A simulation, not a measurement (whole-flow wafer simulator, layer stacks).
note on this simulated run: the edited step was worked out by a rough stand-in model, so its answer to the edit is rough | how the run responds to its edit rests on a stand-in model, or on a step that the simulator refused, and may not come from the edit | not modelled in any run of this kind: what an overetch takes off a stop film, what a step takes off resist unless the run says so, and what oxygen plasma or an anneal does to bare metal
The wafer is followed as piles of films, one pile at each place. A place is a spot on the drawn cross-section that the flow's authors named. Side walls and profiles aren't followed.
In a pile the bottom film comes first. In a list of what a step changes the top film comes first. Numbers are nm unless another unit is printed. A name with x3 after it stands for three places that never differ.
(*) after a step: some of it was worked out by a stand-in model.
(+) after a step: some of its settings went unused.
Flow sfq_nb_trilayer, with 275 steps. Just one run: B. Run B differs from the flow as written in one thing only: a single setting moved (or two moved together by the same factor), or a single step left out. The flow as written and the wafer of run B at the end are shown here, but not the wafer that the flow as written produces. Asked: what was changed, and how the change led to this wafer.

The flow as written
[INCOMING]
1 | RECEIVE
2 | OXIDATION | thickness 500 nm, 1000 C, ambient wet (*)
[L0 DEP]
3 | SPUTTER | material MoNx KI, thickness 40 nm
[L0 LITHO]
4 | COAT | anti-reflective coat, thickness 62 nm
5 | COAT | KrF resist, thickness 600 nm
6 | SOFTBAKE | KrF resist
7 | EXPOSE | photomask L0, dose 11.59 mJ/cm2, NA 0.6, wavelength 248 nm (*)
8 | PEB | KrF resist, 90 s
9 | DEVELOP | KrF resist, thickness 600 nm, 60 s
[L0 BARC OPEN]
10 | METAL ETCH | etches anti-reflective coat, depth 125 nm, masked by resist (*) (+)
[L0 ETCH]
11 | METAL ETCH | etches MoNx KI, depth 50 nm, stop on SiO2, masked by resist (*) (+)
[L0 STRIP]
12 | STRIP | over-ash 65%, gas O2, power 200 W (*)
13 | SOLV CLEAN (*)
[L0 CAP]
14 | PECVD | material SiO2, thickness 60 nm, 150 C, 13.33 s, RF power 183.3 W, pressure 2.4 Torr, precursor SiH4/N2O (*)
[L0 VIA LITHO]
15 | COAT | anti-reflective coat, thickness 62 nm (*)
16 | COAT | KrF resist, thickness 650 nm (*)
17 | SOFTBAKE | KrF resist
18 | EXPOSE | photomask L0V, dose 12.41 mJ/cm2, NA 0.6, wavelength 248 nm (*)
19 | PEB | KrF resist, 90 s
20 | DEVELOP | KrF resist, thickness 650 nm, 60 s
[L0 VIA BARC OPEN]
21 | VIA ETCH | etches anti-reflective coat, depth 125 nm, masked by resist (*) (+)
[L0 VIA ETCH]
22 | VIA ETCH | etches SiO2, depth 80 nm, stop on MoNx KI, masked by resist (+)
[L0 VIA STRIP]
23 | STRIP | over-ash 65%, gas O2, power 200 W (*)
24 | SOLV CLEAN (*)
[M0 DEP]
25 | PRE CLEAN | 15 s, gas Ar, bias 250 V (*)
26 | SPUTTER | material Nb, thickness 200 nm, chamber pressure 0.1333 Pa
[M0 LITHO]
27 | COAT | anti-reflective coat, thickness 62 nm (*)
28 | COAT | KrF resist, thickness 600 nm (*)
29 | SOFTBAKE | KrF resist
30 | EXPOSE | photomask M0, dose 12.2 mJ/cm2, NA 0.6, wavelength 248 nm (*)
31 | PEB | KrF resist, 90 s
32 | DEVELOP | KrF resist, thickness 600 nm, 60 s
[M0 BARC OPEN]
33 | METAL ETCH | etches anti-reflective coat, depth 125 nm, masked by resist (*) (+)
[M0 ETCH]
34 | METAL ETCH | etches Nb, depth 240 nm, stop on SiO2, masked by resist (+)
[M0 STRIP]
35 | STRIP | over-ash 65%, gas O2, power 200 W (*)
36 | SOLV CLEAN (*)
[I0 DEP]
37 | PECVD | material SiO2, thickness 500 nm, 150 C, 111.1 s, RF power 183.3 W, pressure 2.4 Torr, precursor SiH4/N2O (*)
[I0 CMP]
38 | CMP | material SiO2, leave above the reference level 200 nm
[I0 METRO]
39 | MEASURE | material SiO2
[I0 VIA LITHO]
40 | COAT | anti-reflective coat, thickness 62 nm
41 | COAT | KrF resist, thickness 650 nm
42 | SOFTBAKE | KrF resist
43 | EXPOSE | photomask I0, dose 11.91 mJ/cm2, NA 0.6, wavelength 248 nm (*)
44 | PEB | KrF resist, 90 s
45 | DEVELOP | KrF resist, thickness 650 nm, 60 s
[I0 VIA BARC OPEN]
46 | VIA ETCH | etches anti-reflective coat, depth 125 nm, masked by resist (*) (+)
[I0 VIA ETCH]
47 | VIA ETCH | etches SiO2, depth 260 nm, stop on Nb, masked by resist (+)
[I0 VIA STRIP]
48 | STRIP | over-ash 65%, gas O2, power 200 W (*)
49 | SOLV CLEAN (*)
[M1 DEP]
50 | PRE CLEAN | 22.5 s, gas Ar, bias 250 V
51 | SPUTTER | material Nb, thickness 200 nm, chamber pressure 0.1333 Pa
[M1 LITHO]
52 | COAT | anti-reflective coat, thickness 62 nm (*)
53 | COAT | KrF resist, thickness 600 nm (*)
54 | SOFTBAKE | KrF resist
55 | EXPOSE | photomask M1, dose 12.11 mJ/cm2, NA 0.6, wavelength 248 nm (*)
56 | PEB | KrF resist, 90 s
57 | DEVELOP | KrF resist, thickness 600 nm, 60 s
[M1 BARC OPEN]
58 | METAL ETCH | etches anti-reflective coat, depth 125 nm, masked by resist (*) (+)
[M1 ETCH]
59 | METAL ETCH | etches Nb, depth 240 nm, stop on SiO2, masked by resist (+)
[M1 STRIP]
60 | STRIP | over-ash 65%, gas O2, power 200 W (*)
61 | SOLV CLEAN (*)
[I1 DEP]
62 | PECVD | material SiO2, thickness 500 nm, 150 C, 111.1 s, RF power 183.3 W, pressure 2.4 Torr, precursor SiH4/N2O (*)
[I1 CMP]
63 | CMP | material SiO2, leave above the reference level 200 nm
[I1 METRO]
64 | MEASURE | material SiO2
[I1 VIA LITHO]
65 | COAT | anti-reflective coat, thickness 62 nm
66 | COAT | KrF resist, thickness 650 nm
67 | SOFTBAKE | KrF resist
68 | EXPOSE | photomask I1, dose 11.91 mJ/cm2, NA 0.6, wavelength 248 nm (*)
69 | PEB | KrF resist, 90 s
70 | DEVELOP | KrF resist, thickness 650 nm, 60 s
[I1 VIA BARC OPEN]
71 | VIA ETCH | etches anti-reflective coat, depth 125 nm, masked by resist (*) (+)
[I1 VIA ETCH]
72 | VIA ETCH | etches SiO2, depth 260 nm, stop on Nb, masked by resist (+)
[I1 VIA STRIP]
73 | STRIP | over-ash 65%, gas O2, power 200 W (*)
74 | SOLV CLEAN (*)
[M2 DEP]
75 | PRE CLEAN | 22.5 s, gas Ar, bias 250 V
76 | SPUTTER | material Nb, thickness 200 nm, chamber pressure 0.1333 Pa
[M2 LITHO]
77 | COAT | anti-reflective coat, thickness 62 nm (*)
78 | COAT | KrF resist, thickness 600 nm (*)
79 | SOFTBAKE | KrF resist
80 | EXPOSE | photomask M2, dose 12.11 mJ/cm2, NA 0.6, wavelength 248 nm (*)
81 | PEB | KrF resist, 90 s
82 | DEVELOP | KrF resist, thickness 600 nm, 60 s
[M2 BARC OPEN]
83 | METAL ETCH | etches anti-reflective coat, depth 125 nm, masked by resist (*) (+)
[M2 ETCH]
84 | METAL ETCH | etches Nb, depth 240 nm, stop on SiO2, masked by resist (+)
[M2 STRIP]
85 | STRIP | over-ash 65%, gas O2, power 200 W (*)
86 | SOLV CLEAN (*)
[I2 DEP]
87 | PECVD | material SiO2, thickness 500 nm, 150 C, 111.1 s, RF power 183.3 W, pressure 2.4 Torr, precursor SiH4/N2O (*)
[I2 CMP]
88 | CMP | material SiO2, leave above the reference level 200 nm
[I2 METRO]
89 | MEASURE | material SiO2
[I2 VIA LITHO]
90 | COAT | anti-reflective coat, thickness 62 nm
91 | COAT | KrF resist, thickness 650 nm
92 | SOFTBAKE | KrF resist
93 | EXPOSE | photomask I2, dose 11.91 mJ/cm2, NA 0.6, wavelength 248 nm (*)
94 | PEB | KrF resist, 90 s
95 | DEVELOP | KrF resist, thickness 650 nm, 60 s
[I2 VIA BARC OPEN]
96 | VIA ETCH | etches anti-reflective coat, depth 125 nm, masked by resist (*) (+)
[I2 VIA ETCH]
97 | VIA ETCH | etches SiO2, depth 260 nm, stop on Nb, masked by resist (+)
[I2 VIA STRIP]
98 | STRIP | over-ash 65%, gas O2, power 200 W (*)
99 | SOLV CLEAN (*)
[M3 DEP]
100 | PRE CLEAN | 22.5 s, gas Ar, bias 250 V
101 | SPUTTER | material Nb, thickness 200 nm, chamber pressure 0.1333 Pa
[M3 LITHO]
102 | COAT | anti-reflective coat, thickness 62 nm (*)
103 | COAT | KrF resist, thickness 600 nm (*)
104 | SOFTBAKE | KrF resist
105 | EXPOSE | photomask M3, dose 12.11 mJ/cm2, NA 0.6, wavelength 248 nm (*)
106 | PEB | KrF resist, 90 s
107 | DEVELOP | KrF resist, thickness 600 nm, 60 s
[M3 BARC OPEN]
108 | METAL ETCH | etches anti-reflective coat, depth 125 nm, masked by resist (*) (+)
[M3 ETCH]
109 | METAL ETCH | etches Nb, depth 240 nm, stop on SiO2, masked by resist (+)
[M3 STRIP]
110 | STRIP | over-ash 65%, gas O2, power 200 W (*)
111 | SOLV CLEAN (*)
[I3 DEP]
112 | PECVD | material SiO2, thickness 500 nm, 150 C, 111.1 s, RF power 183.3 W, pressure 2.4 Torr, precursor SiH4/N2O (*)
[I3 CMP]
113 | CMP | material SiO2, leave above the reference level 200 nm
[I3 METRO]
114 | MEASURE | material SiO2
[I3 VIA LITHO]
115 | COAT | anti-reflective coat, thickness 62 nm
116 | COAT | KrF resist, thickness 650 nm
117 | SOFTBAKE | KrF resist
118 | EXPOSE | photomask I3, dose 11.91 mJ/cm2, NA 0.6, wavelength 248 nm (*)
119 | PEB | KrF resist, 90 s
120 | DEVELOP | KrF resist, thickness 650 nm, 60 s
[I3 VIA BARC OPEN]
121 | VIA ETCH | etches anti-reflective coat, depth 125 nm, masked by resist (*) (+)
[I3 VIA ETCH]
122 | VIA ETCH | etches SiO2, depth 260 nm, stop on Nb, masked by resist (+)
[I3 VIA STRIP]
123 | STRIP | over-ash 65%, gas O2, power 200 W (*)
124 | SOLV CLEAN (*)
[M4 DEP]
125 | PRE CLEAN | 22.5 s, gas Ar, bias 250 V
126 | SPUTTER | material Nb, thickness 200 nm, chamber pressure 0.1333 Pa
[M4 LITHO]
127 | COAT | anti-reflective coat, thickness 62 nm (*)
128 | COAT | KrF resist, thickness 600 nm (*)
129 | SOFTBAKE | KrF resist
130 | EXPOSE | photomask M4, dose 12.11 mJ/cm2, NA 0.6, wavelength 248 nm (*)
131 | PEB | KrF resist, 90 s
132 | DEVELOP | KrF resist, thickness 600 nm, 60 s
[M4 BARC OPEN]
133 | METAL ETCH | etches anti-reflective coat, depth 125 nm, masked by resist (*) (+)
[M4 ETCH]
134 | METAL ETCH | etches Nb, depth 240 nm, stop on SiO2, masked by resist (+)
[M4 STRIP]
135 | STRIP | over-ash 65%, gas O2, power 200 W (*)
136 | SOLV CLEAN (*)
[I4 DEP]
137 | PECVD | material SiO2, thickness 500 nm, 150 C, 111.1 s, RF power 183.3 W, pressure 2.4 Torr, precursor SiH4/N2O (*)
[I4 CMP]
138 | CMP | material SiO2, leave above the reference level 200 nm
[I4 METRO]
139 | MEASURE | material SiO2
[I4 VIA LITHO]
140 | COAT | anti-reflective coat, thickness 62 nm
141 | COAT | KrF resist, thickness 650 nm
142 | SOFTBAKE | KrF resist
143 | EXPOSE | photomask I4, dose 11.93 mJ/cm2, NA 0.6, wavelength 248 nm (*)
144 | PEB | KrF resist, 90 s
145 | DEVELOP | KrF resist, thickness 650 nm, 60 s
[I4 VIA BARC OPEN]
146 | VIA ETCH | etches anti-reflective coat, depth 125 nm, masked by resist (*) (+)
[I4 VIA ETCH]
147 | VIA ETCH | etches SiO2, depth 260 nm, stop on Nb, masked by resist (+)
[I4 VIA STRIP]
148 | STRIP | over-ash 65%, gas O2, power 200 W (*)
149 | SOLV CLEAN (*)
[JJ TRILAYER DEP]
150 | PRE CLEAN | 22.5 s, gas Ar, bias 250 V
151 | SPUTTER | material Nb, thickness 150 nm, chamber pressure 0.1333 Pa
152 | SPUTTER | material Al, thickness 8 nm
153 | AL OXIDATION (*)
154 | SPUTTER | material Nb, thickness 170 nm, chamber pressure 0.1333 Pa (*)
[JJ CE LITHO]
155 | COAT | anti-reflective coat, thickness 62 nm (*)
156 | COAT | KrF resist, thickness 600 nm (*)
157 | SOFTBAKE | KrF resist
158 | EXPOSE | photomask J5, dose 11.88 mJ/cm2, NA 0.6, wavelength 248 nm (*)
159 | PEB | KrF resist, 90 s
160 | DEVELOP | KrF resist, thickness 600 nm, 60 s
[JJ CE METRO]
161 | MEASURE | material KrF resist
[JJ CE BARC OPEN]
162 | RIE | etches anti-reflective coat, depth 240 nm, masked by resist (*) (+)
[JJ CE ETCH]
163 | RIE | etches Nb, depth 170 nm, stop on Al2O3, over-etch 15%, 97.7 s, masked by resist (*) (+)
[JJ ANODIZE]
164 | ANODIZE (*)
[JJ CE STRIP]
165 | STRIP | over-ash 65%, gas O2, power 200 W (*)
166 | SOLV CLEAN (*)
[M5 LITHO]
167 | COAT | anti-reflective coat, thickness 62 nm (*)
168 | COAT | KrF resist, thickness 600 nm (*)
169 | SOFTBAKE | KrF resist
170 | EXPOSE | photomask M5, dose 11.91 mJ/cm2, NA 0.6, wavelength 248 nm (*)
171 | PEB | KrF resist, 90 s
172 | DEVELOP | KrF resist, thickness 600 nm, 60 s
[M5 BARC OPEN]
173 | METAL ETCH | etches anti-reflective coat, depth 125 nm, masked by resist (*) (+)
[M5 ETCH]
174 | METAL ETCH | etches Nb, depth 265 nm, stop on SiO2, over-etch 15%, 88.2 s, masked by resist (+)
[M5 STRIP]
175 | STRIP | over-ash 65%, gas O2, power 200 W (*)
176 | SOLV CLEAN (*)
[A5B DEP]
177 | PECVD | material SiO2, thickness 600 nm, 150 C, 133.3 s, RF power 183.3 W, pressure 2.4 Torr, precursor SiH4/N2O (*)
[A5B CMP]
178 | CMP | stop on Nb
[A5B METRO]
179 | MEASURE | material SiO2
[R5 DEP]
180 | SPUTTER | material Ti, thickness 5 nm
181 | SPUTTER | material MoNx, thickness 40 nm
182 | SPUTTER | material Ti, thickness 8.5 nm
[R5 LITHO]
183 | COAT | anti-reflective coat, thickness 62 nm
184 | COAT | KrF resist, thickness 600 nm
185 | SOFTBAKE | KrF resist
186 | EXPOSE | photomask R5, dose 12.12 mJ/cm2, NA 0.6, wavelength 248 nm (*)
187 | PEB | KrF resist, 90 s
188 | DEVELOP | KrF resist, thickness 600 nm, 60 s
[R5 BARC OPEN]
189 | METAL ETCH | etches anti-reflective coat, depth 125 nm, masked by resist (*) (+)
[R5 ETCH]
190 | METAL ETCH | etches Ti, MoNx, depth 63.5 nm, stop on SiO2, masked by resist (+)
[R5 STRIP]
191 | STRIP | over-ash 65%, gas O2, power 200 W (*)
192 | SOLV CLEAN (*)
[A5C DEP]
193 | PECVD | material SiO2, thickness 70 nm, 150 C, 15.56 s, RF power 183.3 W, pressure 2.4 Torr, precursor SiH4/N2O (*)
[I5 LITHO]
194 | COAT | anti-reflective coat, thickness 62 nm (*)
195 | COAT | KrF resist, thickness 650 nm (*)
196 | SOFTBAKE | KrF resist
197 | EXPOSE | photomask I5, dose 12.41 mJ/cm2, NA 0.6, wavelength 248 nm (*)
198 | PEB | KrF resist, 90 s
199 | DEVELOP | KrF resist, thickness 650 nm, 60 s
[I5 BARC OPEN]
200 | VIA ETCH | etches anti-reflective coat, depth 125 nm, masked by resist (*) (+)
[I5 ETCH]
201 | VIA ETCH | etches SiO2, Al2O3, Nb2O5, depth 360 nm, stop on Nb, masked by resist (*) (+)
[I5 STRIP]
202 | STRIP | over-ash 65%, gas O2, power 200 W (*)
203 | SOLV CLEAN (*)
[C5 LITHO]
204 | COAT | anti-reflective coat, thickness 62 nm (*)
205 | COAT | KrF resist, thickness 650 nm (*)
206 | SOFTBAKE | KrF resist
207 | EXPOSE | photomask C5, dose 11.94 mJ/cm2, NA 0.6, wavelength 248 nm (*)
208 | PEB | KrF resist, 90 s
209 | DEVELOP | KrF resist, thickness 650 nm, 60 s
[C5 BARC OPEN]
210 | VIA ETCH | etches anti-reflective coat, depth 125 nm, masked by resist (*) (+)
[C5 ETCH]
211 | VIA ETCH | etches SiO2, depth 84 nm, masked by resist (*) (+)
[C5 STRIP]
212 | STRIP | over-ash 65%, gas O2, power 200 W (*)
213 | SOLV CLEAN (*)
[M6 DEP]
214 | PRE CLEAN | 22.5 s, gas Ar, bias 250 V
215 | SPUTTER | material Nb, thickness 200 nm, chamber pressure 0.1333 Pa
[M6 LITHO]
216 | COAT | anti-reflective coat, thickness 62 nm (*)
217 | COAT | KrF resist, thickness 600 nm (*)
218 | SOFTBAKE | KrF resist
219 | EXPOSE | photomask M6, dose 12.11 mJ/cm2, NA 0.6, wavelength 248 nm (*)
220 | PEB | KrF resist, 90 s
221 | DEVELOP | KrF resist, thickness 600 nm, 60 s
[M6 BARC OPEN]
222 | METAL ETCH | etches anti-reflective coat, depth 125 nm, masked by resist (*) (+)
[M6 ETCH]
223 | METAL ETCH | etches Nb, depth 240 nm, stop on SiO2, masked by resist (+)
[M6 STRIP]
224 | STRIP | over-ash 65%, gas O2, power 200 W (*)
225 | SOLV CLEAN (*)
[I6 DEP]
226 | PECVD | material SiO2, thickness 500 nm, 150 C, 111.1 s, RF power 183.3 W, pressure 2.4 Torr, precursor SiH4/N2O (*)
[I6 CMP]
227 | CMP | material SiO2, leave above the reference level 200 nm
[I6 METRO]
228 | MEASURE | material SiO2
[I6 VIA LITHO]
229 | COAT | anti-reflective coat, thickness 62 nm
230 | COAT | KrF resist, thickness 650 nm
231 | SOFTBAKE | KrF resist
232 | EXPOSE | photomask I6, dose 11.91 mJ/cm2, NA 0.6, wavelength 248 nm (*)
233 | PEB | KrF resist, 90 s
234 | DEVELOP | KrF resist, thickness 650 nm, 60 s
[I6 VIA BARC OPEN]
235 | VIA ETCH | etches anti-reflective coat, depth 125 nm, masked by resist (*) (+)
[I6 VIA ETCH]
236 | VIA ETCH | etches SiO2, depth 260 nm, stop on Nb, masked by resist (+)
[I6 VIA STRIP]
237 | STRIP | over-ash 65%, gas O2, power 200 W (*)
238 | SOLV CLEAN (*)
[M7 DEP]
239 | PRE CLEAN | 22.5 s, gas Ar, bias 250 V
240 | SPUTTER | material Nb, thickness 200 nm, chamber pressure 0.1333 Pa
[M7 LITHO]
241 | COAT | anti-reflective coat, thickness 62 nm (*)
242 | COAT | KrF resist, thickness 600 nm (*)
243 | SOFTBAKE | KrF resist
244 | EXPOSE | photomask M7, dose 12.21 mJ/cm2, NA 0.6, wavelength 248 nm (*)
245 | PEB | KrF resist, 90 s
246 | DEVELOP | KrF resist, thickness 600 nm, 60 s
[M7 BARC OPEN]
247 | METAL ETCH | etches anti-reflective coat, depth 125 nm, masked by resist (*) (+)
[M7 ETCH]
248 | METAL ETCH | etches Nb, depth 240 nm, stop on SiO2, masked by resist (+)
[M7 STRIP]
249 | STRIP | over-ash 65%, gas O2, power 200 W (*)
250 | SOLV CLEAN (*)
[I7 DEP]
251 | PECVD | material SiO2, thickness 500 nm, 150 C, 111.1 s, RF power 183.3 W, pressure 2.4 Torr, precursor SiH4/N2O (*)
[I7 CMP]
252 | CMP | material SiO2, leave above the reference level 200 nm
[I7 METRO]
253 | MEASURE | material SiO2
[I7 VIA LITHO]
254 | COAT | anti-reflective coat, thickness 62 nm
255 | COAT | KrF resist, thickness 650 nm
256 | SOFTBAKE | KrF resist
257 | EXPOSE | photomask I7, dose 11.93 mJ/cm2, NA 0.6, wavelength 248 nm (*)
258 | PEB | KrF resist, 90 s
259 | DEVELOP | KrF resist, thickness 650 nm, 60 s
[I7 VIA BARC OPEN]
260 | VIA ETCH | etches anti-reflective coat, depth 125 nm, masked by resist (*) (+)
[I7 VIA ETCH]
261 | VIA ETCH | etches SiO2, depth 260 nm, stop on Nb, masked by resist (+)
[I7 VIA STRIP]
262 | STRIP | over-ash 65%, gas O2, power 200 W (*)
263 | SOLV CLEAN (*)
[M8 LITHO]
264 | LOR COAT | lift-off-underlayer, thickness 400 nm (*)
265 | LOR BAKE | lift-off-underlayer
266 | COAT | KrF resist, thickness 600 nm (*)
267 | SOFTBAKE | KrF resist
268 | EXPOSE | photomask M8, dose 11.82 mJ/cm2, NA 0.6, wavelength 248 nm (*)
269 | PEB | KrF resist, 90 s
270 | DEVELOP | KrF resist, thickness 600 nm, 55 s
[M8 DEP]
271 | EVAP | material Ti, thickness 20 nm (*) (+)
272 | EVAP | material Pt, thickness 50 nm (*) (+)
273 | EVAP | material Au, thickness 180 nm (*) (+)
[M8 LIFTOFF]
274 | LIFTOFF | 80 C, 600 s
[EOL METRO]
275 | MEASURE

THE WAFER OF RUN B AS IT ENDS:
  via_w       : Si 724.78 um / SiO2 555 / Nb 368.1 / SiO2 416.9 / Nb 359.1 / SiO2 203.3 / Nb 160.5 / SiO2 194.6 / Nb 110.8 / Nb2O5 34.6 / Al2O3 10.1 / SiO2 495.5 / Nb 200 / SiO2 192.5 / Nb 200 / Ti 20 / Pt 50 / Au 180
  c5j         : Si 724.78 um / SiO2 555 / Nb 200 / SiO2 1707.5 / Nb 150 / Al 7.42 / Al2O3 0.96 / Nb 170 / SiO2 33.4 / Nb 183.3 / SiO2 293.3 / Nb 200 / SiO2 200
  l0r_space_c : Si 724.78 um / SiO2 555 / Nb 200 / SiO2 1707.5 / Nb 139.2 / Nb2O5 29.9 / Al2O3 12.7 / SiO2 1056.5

The reason: step 112, PECVD: thickness 245 nm was run, whereas the flow has thickness 500 nm; step 112, PECVD: 54.44 s was run, where the flow has 111.1 s.

Step by step, how the change led to this:
  112 | PECVD | material SiO2, thickness 500 nm, 150 C, 111.1 s, RF power 183.3 W, pressure 2.4 Torr, precursor SiH4/N2O (*)
      field_l, be, be_sur and 64 more: SiO2 gains 245 (as written it would have been: SiO2 gains 500)
      v_sur, via_wl, via_wr and 27 more: SiO2 gains 245 (new film) (as written it would have been: SiO2 gains 500 (new film))
      (and at 9 other places as well)
  113 | CMP | material SiO2, leave above the reference level 200 nm
      field_l, be, be_sur and 64 more: nothing (as written it would have been: SiO2 loses 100)
      p4_g1, p4_g2, p3_s0, p3_s1, p3_s2, p3_s3, p3_s4, p3_s5: nothing (as written it would have been: SiO2 loses 157.1)
      (and at 31 other places as well)
  115 | COAT | anti-reflective coat, thickness 62 nm
      m0r_space_l, m0r_space_r, m6r_space_l, m6r_space_r, m7r_space_l, m7r_space_r: anti-reflective coat gains 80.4 (new film) (as written it would have been: anti-reflective coat gains 62 (new film))
      p3_s0, p3_s1, p3_s2, p3_s3: anti-reflective coat gains 106.1 (new film) (as written it would have been: anti-reflective coat gains 62 (new film))
      (and at 77 other places as well)
  116 | COAT | KrF resist, thickness 650 nm
      m0r_line_l, m0r_line_r, m6r_line_l, m6r_line_r, m7r_line_l, m7r_line_r: KrF resist gains 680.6 (new film) (as written it would have been: KrF resist gains 650 (new film))
      m0r_space_l, m0r_space_r, m6r_space_l, m6r_space_r, m7r_space_l, m7r_space_r: KrF resist gains 669.8 (new film) (as written it would have been: KrF resist gains 650 (new film))
      (and at 72 other places as well)
  120 | DEVELOP | KrF resist, thickness 650 nm, 60 s
      via_v: KrF resist loses 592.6 (all of it) (as written it would have been: KrF resist loses 648.6 (all of it))
  121 | VIA ETCH | etches anti-reflective coat, depth 125 nm, masked by resist (*) (+)
      field_l, v_sur, via_wl and 102 more: KrF resist loses 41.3 (as written it would have been: KrF resist loses 51.7)
      via_v: anti-reflective coat loses 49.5 (all of it), SiO2 loses 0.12 (as written it would have been: anti-reflective coat loses 62 (all of it), SiO2 loses 0.16)
  123 | STRIP | over-ash 65%, gas O2, power 200 W (*)
      m0r_line_l, m0r_line_r, m6r_line_l, m6r_line_r, m7r_line_l, m7r_line_r: KrF resist loses 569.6 (all of it), anti-reflective coat loses 62.2 (all of it) (as written it would have been: KrF resist loses 528.6 (all of it), anti-reflective coat loses 62 (all of it))
      m0r_space_l, m0r_space_r, m6r_space_l, m6r_space_r, m7r_space_l, m7r_space_r: KrF resist loses 558.8 (all of it), anti-reflective coat loses 80.4 (all of it) (as written it would have been: KrF resist loses 528.6 (all of it), anti-reflective coat loses 62 (all of it))
      (and at 93 other places as well)
  126 | SPUTTER | material Nb, thickness 200 nm, chamber pressure 0.1333 Pa
      via_w: Nb gains 160.5 (new film) (as written it would have been: Nb gains 200 (new film))
  127 | COAT | anti-reflective coat, thickness 62 nm (*)
      p3_l1, p3_l2, p3_l3, p3_l4: anti-reflective coat gains 44 (new film) (as written it would have been: anti-reflective coat gains 62 (new film))
      wl_a_m6, wl_a_sr, wl_b_m5: anti-reflective coat gains 58.2 (new film) (as written it would have been: anti-reflective coat gains 62 (new film))
      (and at 79 other places as well)
  128 | COAT | KrF resist, thickness 600 nm (*)
      m0r_line_l, m6r_line_l, m7r_line_l: KrF resist gains 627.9 (new film) (as written it would have been: KrF resist gains 600 (new film))
      m0r_space_l, m6r_space_l, m7r_space_l: KrF resist gains 620.6 (new film) (as written it would have been: KrF resist gains 600 (new film))
      (and at 78 other places as well)
  132 | DEVELOP | KrF resist, thickness 600 nm, 60 s
      m0r_line_l, m6r_line_l, m7r_line_l: KrF resist loses 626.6 (all of it) (as written it would have been: KrF resist loses 598.7 (all of it))
      m0r_space_l, m6r_space_l, m7r_space_l: KrF resist loses 619.3 (all of it) (as written it would have been: KrF resist loses 598.7 (all of it))
      (and at 42 other places as well)
  133 | METAL ETCH | etches anti-reflective coat, depth 125 nm, masked by resist (*) (+)
      m5r_linepad_l, m5r_linepad_r, r5r_spacepad_l, r5r_spacepad_r: anti-reflective coat loses 125 (as written it would have been: anti-reflective coat loses 62 (all of it))
      v_sur, via_wl, via_w and 36 more: KrF resist loses 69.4 (as written it would have been: KrF resist loses 51.7)
      (and at 46 other places as well)
  134 | METAL ETCH | etches Nb, depth 240 nm, stop on SiO2, masked by resist (+)
      m5r_linepad_l, m5r_linepad_r: anti-reflective coat loses 20 (all of it), Nb loses 200 (all of it) (as written it would have been: Nb loses 200 (all of it))
      r5r_spacepad_l, r5r_spacepad_r: anti-reflective coat loses 20.6 (all of it), Nb loses 200 (all of it) (as written it would have been: Nb loses 200 (all of it))
  135 | STRIP | over-ash 65%, gas O2, power 200 W (*)
      v_sur: KrF resist loses 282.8 (all of it), anti-reflective coat loses 40.6 (all of it) (as written it would have been: KrF resist loses 379.9 (all of it), anti-reflective coat loses 61.4 (all of it))
      via_wl: KrF resist loses 291.5 (all of it), anti-reflective coat loses 34.1 (all of it) (as written it would have been: KrF resist loses 379.4 (all of it), anti-reflective coat loses 61.3 (all of it))
      (and at 37 other places as well)
  137 | PECVD | material SiO2, thickness 500 nm, 150 C, 111.1 s, RF power 183.3 W, pressure 2.4 Torr, precursor SiH4/N2O (*)
      p3_s0, p3_s1, p3_s2, p3_s3, p3_s4, p3_s5: SiO2 gains 500 (as written it would have been: SiO2 gains 557.1)
      p4_g1, p4_g2: SiO2 gains 512.1 (new film) (as written it would have been: SiO2 gains 500 (new film))
      (and at 1 other place as well)
  138 | CMP | material SiO2, leave above the reference level 200 nm
      field_l, be, be_sur and 55 more: nothing (as written it would have been: SiO2 loses 100)
      p3_s0, p3_s1, p3_s2, p3_s3, p3_s4, p3_s5: nothing (as written it would have been: SiO2 loses 157.1)
      (and at 12 other places as well)
  ... 59 other steps ...
  274 | LIFTOFF | 80 C, 600 s
      be: Au loses 180 (all of it), Pt loses 50 (all of it), Ti loses 20 (all of it), KrF resist loses 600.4 (all of it), lift-off-underlayer loses 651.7 (all of it) (as written it would have been: Au loses 180 (all of it), Pt loses 50 (all of it), Ti loses 20 (all of it), KrF resist loses 572.1 (all of it), lift-off-underlayer loses 398.5 (all of it))
      be_sur: Au loses 180 (all of it), Pt loses 50 (all of it), Ti loses 20 (all of it), KrF resist loses 582.5 (all of it), lift-off-underlayer loses 377 (all of it) (as written it would have been: Au loses 180 (all of it), Pt loses 50 (all of it), Ti loses 20 (all of it), KrF resist loses 572.6 (all of it), lift-off-underlayer loses 398.9 (all of it))
With metal films that touch counted as one body, via_w has 6 bodies (between them, from the top down: SiO2 192.5; SiO2 495.5 / Al2O3 10.1 / Nb2O5 34.6; SiO2 194.6; SiO2 203.3; SiO2 416.9); the flow as written gives 5 bodies (between them, from the top down: SiO2 192.5; SiO2 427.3 / Al2O3 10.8 / Nb2O5 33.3; SiO2 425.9; SiO2 416.9).
With metal films that touch counted as one body, c5j has 5 bodies (between them, from the top down: SiO2 293.3; SiO2 33.4; Al2O3 0.96; SiO2 1707.5); the flow as written gives 4 bodies (between them, from the top down: SiO2 284.2; Al2O3 0.96; SiO2 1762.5).
